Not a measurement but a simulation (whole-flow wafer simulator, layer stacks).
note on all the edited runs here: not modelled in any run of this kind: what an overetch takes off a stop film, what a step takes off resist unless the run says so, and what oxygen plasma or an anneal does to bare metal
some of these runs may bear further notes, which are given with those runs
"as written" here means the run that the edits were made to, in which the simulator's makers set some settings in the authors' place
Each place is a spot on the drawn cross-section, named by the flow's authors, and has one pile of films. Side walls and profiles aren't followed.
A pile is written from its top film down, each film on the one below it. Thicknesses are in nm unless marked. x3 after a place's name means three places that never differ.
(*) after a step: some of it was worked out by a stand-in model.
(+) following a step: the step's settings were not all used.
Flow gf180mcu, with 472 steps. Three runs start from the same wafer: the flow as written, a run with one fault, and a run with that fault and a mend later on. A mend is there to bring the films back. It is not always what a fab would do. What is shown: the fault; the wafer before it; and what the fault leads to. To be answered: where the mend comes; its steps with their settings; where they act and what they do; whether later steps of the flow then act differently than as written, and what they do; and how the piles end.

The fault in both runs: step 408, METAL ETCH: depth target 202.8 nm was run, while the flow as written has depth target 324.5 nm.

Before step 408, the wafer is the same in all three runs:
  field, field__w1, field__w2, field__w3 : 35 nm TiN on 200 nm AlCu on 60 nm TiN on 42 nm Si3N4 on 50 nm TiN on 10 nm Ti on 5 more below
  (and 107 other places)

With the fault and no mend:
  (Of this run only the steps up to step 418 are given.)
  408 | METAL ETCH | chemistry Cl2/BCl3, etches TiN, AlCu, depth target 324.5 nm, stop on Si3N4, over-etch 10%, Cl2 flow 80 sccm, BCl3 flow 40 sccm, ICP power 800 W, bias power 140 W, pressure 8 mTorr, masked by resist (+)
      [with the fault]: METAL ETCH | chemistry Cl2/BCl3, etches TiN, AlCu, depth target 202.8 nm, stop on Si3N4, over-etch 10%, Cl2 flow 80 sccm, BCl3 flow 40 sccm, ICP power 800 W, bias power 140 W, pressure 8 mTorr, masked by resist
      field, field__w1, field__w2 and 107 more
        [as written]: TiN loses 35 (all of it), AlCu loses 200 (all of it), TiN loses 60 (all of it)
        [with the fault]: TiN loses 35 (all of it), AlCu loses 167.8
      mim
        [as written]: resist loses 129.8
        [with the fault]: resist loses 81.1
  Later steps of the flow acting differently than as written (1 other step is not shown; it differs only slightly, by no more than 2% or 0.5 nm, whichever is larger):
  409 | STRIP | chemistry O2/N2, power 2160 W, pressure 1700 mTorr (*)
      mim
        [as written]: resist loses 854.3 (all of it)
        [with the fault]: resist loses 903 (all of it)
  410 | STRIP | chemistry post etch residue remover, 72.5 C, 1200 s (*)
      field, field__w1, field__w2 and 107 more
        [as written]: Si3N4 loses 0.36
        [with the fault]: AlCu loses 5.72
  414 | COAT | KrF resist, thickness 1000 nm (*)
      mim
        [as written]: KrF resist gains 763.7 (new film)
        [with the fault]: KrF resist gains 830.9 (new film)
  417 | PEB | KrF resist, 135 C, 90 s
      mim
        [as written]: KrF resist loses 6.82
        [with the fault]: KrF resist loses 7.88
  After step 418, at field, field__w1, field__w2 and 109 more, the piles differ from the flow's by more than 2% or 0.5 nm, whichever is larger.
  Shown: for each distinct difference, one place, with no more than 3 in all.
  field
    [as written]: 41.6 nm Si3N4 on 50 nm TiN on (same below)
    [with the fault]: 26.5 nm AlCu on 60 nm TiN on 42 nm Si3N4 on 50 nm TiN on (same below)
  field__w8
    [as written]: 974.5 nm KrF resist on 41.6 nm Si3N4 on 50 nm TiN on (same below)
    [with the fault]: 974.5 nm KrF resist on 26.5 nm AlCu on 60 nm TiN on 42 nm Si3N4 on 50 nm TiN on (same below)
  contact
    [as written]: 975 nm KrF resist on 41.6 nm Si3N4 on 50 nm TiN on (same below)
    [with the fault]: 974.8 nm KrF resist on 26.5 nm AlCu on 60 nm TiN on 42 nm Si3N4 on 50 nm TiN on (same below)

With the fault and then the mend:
  The mend follows step 410.
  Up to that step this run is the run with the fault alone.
  410a | DEHYDRATE | 200 C, 60 s (a further turn of the flow's step 401)
      alters no film at any place that is followed
  410b | HMDS | 120 C, 60 s (a further turn of the flow's step 402)
      alters no film at any place that is followed
  410c | COAT | resist, thickness 1000 nm (*) (a further turn of the flow's step 403)
      field__w8, m1__w1, iso_ptap_pw and 39 more
        resist gains 1000 (new film)
      p_well, sti, spacer, sd_n, mim_1p0, pad, dice_street
        resist gains 1000.4 (new film)
      field, ld_acc_p, ld_fp_p, ld_drift_p, ld_drn_p, m1_nw
        resist gains 1001.2 (new film)
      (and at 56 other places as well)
  410d | SOFTBAKE | resist (a further turn of the flow's step 404)
      field__w2
        resist gains 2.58
      field__w3
        resist gains 2.71
      field__w5
        resist loses 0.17
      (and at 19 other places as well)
  410e | EXPOSE | photomask FuseTop (a further turn of the flow's step 405)
      alters no film at any place that is followed
  410f | PEB | resist, 70.3 s (a further turn of the flow's step 406)
      field, field__w1, field__w5 and 96 more
        resist loses 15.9
      field__w2, field__w3, field__w12, pplus_u, ppoly_sal, nw_enc_fld_lv__w4
        resist loses 16
      field__w7, ppoly_u, npoly_sal
        resist loses 16.1
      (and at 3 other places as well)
  410g | DEVELOP | thickness 1000 nm, 60 s (a further turn of the flow's step 407)
      field__w8, m1__w1, iso_ptap_pw and 39 more
        resist loses 984.1 (all of it)
      field_sub__w1, field_sub__w5, sd_p, gate_p, active_nat, nw_enc_fld_lv, nw_enc_fld_lv__w3
        resist loses 984.9 (all of it)
      p_well, sti, spacer, sd_n, mim_1p0, pad, dice_street
        resist loses 984.6 (all of it)
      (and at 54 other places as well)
  410h | METAL ETCH | chemistry Cl2/BCl3, etches TiN, AlCu, depth target 121.7 nm, stop on Si3N4, over-etch 10%, Cl2 flow 80 sccm, BCl3 flow 40 sccm, ICP power 800 W, bias power 140 W, pressure 8 mTorr, masked by resist (+) (a further turn of the flow's step 408, with different settings)
      field, field__w1, field__w2 and 107 more
        AlCu loses 26.5 (all of it), TiN loses 60 (all of it)
      mim
        resist loses 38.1
  410i | STRIP | chemistry O2/N2, power 2160 W, pressure 1700 mTorr (*) (a further turn of the flow's step 409)
      mim
        resist loses 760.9 (all of it)
  410j | STRIP | chemistry post etch residue remover, 72.5 C, 1200 s (*) (a further turn of the flow's step 410)
      field, field__w1, field__w2 and 107 more
        Si3N4 loses 0.36
      mim
        TiN loses 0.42
  Every later step of the flow that is run acts as written, at every place that is followed, to within 2% or 0.5 nm, whichever is larger.
  The piles end only slightly different from the flow's at the places that both follow, by no more than 2% or 0.5 nm, whichever is larger.
